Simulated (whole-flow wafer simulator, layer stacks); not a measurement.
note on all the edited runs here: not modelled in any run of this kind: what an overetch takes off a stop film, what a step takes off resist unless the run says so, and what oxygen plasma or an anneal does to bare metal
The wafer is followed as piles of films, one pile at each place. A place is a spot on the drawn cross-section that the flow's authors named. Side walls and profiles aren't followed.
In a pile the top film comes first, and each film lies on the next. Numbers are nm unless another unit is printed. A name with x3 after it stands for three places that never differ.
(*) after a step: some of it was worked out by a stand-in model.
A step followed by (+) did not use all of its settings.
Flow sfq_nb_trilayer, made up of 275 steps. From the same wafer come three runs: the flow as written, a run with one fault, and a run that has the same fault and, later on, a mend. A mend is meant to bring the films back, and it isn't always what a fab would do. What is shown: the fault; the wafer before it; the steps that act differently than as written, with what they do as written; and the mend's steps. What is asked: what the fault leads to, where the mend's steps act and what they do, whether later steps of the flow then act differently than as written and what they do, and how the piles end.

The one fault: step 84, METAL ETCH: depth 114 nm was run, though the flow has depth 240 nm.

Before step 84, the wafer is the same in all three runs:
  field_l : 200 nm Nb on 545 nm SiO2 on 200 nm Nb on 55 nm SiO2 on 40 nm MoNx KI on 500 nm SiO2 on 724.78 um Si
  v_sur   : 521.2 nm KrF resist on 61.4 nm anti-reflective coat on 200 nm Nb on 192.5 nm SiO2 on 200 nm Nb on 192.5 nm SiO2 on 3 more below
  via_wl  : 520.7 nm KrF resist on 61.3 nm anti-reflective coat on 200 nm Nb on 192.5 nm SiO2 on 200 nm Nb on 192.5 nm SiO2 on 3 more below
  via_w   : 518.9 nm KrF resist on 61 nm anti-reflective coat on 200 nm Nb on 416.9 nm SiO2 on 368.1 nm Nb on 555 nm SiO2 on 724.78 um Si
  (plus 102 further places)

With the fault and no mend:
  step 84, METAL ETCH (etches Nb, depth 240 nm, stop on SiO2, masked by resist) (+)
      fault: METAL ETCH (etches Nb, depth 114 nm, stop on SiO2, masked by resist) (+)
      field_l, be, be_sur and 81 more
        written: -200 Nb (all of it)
        fault: -114 Nb
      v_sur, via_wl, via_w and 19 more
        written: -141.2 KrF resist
        fault: -67.1 KrF resist
  Steps later in the flow that act otherwise than as written:
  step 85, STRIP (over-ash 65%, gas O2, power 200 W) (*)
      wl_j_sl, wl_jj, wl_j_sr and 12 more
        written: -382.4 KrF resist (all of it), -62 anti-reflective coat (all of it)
        fault: -456.5 KrF resist (all of it), -62 anti-reflective coat (all of it)
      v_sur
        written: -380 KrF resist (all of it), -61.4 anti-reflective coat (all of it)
        fault: -454.2 KrF resist (all of it), -61.4 anti-reflective coat (all of it)
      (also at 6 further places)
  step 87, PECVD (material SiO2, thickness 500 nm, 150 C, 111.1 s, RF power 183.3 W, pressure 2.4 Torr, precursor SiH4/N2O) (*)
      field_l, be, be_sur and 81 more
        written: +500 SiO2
        fault: +500 SiO2 (new film)
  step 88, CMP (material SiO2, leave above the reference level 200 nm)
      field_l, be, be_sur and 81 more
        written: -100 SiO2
        fault: -186 SiO2
  At field_l, be, be_sur and 81 more, the piles at the end differ from the flow's by more than 2% or 0.5 nm, whichever is larger.
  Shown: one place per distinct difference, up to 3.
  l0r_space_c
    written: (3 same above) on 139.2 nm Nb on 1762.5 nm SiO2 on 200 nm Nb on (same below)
    fault: (3 same above) on 139.2 nm Nb on 1091.5 nm SiO2 on 86 nm Nb on 585 nm SiO2 on 200 nm Nb on (same below)
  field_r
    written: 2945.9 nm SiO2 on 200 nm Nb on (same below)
    fault: 2274.9 nm SiO2 on 86 nm Nb on 585 nm SiO2 on 200 nm Nb on (same below)
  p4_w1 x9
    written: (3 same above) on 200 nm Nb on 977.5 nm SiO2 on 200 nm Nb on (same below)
    fault: (3 same above) on 200 nm Nb on 306.5 nm SiO2 on 86 nm Nb on 585 nm SiO2 on 200 nm Nb on (same below)

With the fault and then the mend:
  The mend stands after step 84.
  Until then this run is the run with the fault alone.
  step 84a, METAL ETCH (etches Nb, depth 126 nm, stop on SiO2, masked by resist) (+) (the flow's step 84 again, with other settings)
      field_l, be, be_sur and 81 more
        -86 Nb (all of it)
      v_sur, via_wl, via_w and 19 more
        -74.1 KrF resist
  Later steps of the flow that are run all act as written at every place that is followed.
  The piles end the same as the flow's at every place that both follow.
